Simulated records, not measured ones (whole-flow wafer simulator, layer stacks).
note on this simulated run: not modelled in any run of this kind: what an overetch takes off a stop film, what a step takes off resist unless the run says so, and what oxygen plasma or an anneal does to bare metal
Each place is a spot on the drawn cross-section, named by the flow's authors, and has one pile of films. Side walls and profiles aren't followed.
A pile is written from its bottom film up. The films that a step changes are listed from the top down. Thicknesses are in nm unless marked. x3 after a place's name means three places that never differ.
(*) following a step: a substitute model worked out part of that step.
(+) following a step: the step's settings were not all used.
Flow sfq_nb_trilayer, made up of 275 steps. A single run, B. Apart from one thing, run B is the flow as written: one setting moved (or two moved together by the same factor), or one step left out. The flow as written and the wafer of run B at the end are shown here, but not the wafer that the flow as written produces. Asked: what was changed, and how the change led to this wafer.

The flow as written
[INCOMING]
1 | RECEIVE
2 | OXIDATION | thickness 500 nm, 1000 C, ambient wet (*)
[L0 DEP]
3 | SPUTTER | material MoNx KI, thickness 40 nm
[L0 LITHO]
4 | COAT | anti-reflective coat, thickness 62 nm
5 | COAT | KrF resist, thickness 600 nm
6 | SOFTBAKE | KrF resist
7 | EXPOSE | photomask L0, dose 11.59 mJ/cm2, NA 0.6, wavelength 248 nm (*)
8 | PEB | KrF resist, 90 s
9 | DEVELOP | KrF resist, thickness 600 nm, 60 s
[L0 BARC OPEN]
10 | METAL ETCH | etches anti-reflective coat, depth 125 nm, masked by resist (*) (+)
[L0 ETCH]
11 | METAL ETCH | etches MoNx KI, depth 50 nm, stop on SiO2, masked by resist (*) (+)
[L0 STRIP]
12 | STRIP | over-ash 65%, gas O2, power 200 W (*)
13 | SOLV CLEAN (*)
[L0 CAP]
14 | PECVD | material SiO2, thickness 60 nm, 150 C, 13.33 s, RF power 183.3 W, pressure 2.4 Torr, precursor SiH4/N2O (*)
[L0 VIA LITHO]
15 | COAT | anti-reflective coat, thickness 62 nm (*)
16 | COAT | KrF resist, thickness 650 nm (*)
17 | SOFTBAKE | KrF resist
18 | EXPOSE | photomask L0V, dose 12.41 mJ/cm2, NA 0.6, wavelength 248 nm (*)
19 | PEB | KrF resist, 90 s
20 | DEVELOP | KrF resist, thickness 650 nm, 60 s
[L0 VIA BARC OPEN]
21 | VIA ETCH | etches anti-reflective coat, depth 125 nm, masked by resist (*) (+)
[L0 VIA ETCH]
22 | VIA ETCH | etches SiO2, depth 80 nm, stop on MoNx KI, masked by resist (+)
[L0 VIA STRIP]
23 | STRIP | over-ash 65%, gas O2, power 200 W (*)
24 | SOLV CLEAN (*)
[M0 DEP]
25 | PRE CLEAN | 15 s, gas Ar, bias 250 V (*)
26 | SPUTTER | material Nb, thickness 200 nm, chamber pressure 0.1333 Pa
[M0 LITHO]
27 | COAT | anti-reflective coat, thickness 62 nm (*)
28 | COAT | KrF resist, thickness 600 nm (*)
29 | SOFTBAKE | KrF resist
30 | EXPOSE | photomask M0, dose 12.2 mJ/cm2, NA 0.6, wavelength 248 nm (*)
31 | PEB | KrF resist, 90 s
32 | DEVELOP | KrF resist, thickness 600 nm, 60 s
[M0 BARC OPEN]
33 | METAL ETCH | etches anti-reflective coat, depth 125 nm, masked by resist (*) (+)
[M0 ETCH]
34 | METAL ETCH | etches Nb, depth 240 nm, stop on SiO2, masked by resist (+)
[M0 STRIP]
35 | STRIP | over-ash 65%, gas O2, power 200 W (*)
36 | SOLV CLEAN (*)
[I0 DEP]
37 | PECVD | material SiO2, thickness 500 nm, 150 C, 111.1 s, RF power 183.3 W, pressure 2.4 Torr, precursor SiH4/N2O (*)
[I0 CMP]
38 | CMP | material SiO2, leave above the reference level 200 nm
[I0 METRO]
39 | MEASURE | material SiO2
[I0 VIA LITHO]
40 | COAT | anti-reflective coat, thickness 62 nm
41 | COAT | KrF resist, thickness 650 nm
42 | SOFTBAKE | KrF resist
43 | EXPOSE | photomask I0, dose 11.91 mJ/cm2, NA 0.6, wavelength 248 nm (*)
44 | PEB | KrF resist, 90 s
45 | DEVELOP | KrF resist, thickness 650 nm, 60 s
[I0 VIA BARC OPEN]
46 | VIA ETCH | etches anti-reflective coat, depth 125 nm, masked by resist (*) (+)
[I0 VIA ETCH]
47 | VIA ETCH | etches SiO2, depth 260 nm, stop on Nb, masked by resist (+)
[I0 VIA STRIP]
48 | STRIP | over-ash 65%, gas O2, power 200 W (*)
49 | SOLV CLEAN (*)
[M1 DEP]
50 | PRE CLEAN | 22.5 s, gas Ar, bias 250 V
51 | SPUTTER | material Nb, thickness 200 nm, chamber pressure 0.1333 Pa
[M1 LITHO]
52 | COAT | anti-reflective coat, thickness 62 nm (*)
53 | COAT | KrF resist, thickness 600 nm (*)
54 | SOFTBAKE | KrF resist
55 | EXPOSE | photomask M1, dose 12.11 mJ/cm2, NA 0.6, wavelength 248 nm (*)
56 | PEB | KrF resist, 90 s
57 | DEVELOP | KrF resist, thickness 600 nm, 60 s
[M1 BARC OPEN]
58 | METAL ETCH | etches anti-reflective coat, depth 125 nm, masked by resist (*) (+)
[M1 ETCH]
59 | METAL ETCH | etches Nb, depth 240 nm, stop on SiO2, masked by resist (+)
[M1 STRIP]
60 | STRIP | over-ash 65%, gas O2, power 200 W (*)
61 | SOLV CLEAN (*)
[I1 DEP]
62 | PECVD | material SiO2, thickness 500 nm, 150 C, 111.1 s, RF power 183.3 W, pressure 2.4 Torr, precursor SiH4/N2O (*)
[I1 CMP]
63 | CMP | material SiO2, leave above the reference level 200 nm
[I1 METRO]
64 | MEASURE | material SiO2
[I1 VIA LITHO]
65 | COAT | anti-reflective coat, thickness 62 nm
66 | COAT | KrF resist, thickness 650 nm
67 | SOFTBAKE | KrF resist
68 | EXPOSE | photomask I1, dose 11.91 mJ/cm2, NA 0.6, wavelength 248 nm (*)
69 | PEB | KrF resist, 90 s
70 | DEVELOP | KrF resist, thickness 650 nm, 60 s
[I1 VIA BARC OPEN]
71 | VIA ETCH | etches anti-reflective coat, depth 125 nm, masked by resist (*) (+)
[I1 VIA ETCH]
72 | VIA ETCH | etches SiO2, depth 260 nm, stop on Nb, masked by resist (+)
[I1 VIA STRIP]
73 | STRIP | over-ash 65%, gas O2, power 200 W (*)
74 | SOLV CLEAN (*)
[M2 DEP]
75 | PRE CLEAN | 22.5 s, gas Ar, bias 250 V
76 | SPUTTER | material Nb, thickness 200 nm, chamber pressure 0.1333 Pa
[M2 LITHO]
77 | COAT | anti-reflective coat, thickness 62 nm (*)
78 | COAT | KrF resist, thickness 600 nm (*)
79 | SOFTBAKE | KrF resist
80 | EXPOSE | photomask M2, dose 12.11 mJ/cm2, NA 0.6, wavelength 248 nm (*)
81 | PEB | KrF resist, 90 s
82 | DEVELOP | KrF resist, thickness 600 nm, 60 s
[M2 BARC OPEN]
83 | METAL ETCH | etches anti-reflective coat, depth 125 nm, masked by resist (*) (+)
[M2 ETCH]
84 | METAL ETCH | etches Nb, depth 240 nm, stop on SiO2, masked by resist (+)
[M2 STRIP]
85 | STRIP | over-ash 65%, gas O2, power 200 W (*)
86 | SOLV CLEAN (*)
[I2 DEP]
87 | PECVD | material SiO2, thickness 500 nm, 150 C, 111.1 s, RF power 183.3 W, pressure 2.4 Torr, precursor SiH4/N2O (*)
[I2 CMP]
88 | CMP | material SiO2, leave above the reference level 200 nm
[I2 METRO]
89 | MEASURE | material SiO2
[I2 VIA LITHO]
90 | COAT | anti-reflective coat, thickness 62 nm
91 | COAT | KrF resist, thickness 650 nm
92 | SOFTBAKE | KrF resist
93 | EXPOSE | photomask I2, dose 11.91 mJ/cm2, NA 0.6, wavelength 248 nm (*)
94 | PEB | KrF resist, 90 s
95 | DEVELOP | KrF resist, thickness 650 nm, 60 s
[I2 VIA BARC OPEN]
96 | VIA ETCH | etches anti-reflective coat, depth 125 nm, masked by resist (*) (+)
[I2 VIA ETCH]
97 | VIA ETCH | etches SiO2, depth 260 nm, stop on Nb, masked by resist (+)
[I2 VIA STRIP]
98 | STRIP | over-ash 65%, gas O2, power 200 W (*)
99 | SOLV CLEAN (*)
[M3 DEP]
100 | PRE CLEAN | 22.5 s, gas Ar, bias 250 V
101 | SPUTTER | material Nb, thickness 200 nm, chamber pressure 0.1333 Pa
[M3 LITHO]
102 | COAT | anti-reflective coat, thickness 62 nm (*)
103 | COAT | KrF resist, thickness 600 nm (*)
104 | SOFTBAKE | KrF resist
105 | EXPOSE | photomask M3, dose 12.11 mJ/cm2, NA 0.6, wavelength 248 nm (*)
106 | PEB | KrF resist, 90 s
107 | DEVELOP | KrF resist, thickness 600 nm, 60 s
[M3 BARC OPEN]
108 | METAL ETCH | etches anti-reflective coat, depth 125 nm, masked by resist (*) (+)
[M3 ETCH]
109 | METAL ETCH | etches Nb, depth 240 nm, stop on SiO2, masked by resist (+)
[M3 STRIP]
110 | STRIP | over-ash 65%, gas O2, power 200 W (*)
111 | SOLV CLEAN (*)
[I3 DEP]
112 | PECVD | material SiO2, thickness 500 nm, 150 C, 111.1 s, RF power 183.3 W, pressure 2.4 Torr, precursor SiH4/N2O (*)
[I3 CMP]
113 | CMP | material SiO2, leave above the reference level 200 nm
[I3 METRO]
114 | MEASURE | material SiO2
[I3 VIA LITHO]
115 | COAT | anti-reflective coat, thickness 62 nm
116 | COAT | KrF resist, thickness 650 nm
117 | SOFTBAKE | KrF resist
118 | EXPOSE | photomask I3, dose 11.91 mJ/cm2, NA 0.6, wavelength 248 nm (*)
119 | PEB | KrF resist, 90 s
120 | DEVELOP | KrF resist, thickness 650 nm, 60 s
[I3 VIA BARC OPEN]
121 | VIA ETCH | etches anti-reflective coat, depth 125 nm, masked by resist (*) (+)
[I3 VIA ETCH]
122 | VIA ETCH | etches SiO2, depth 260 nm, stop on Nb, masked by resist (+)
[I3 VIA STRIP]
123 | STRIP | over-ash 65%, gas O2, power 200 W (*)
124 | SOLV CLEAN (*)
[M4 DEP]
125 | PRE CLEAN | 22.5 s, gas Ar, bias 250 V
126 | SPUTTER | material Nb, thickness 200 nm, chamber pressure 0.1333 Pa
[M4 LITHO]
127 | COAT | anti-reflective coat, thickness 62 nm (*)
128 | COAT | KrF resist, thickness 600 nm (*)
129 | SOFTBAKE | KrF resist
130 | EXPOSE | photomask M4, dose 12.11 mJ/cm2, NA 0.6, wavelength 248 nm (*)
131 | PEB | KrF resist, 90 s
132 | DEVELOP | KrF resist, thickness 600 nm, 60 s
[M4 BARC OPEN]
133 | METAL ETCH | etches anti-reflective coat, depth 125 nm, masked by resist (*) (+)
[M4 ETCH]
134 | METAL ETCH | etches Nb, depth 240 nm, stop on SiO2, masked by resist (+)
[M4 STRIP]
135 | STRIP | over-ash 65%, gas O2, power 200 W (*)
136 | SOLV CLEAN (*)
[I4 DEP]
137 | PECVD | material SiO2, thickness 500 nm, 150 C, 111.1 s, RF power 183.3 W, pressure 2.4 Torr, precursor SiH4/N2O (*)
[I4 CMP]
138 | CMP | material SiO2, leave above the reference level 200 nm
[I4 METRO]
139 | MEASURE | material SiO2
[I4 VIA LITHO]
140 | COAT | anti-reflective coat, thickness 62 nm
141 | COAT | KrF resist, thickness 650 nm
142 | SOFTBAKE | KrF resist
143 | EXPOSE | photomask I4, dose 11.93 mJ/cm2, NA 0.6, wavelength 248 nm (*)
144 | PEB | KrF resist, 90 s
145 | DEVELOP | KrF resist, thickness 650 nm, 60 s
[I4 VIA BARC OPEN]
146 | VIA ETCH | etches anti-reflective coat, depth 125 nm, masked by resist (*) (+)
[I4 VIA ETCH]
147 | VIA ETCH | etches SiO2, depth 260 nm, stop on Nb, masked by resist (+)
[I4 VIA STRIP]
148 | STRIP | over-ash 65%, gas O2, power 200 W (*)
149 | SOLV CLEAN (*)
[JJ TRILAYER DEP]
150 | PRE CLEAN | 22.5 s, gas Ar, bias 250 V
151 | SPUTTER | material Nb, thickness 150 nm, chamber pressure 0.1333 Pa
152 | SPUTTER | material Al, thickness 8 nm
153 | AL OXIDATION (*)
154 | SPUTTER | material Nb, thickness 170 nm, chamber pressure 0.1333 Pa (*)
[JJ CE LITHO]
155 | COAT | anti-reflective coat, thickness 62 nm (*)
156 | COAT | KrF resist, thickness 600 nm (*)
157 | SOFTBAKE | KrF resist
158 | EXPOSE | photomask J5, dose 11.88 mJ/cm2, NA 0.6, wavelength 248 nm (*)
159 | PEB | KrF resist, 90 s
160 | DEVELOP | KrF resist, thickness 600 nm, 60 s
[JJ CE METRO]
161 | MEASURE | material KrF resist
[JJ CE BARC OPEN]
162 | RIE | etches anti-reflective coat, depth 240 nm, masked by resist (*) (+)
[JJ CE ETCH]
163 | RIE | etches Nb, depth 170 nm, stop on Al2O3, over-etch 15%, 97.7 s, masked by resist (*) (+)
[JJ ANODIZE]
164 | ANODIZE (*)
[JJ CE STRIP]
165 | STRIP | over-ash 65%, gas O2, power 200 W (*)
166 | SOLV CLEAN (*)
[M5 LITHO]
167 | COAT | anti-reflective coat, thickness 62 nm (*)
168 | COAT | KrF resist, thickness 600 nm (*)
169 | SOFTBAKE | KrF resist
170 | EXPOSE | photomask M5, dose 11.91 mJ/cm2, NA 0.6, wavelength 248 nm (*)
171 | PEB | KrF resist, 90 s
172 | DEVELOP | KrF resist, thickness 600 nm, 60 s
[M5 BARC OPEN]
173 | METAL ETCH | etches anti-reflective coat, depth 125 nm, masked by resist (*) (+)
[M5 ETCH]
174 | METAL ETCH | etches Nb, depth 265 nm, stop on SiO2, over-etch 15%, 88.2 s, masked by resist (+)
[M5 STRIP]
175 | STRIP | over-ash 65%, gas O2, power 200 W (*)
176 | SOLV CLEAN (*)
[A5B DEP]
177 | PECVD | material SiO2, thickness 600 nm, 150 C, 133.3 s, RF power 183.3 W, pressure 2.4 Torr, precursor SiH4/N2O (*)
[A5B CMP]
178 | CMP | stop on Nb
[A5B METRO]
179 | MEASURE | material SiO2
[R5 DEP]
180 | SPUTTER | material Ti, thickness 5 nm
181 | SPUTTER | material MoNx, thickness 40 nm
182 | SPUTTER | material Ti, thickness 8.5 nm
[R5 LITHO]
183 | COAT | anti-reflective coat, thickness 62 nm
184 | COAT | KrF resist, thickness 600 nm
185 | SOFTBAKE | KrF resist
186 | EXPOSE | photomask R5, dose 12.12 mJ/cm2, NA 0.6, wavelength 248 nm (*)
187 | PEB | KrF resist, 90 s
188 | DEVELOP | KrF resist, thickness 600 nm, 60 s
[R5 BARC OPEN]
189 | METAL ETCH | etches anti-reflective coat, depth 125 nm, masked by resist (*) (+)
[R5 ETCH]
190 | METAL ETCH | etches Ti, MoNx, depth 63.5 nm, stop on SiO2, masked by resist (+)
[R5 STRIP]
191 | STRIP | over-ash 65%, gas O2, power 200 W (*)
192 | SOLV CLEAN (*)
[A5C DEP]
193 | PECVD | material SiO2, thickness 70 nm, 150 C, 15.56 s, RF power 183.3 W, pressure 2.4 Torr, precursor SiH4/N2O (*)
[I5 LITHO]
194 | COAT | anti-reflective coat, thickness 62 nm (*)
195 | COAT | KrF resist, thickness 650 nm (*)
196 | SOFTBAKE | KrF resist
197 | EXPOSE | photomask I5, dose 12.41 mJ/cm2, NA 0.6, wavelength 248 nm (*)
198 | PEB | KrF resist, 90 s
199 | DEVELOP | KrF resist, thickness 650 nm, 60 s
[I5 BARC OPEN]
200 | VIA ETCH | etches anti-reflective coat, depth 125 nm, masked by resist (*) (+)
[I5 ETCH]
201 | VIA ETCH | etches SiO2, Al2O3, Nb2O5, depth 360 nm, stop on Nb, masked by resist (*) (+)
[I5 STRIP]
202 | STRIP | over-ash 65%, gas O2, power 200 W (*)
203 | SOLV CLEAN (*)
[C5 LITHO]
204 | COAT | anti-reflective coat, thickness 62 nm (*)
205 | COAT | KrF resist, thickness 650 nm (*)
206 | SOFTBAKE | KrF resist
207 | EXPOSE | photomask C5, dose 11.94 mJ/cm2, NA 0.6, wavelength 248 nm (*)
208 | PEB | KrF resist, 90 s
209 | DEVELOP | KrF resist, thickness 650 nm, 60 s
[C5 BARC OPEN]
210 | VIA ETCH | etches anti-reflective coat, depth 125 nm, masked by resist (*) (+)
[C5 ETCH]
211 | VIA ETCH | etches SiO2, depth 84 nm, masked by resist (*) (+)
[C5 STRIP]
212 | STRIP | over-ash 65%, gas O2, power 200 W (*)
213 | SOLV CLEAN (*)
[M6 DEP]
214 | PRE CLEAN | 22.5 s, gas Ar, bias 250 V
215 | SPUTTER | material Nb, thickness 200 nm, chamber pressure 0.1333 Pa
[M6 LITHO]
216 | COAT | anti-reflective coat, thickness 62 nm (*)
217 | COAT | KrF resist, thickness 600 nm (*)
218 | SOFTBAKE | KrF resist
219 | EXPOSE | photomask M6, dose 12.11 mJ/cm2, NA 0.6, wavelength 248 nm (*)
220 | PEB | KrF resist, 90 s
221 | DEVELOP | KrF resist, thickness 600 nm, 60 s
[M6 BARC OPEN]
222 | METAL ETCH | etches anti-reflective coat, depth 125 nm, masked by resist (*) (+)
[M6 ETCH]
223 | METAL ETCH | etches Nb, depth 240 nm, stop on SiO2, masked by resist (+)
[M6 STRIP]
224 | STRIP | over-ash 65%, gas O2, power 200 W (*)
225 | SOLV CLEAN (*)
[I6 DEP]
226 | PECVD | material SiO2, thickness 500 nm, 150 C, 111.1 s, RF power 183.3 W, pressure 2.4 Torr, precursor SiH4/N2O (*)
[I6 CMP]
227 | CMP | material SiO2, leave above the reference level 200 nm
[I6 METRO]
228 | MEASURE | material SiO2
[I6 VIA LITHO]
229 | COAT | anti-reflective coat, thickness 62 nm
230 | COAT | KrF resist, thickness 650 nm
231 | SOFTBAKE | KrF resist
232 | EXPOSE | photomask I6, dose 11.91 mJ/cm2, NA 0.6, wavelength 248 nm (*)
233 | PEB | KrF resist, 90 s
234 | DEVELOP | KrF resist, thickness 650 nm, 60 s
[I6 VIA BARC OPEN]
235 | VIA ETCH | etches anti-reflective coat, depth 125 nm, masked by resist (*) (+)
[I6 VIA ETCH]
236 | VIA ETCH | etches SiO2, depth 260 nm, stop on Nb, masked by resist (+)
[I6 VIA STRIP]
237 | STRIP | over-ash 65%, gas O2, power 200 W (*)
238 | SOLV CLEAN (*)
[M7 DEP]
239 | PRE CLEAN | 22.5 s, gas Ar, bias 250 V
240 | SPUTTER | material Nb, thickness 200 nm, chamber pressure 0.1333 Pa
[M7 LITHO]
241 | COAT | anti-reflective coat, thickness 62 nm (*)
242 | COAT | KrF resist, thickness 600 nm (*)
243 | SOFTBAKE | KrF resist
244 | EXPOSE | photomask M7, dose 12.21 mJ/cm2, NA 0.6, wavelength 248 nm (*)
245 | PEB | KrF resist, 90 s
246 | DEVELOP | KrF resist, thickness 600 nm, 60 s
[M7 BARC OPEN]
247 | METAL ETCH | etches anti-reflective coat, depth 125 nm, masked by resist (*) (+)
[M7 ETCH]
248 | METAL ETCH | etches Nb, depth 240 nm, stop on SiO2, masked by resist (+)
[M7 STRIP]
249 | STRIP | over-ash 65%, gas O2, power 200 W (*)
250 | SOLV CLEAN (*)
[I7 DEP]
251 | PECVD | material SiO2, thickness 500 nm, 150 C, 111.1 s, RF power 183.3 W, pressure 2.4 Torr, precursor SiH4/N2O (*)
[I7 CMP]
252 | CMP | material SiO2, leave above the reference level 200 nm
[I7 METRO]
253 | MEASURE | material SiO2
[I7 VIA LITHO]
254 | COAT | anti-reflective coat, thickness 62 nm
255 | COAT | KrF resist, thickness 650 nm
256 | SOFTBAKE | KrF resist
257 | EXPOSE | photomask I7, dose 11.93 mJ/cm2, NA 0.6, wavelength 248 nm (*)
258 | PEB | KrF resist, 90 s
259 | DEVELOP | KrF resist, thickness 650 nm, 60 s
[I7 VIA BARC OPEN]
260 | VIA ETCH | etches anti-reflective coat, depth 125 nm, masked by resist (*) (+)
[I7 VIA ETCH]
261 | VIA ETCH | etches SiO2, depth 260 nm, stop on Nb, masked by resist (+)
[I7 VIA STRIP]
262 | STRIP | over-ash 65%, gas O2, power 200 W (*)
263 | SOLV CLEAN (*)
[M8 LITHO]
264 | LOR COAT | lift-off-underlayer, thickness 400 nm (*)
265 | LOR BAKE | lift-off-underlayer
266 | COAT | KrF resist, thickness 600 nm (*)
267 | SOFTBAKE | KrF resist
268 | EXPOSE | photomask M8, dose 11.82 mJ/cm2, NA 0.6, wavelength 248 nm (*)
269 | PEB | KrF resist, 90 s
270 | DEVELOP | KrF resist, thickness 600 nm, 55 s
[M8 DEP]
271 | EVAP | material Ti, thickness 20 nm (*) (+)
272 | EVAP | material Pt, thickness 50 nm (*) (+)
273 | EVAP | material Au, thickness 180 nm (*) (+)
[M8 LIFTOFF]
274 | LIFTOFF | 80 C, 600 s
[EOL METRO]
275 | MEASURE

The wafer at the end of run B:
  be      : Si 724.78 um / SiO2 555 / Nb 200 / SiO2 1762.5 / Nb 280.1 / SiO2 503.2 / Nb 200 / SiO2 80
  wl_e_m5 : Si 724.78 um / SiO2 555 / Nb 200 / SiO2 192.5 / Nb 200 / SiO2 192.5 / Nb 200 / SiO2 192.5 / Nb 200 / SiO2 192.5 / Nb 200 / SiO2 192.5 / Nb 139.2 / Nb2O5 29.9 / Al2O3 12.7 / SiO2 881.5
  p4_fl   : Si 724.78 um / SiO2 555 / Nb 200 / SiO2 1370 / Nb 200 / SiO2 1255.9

What caused this: step 252, CMP: leave above the reference level 80 nm was run, whereas the flow has leave above the reference level 200 nm.
The wafer itself shows it: be has SiO2 80, and step 252 as written asks for 200 nm.

The path from the change to this, step by step:
  252 | CMP | material SiO2, leave above the reference level 200 nm
      field_l, p4_fl, p4_fm and 56 more: -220 SiO2 (it would be, as written: -100 SiO2)
      v_sur, via_wl, via_w and 37 more: -420 SiO2 (it would be, as written: -300 SiO2)
      (as well as at 7 more places)
  261 | VIA ETCH | etches SiO2, depth 260 nm, stop on Nb, masked by resist (+)
      field_l, v_sur, via_sp and 100 more: -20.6 KrF resist (it would be, as written: -44.8 KrF resist)
      via_wl, via_w, via_wr: -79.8 SiO2 (all of it) (it would be, as written: -199.8 SiO2 (all of it))
  262 | STRIP | over-ash 65%, gas O2, power 200 W (*)
      field_l, v_sur, via_sp and 100 more: -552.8 KrF resist (all of it), -62 anti-reflective coat (all of it) (it would be, as written: -528.6 KrF resist (all of it), -62 anti-reflective coat (all of it))
  264 | LOR COAT | lift-off-underlayer, thickness 400 nm (*)
      via_wl, via_wr: +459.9 lift-off-underlayer (new film) (it would be, as written: +549.8 lift-off-underlayer (new film))
      v_sur: +387.8 lift-off-underlayer (new film) (it would be, as written: +369.4 lift-off-underlayer (new film))
      (as well as at 2 more places)
  266 | COAT | KrF resist, thickness 600 nm (*)
      via_wl: +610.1 KrF resist (new film) (it would be, as written: +625.2 KrF resist (new film))
      via_w: +614.7 KrF resist (new film) (it would be, as written: +636.8 KrF resist (new film))
      (as well as at 1 more place)
  270 | DEVELOP | KrF resist, thickness 600 nm, 55 s
      v_sur: -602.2 KrF resist (all of it), -387.8 lift-off-underlayer (all of it) (it would be, as written: -607.3 KrF resist (all of it), -369.4 lift-off-underlayer (all of it))
      via_wl: -608.8 KrF resist (all of it), -459.9 lift-off-underlayer (all of it) (it would be, as written: -623.9 KrF resist (all of it), -549.8 lift-off-underlayer (all of it))
      (as well as at 3 more places)
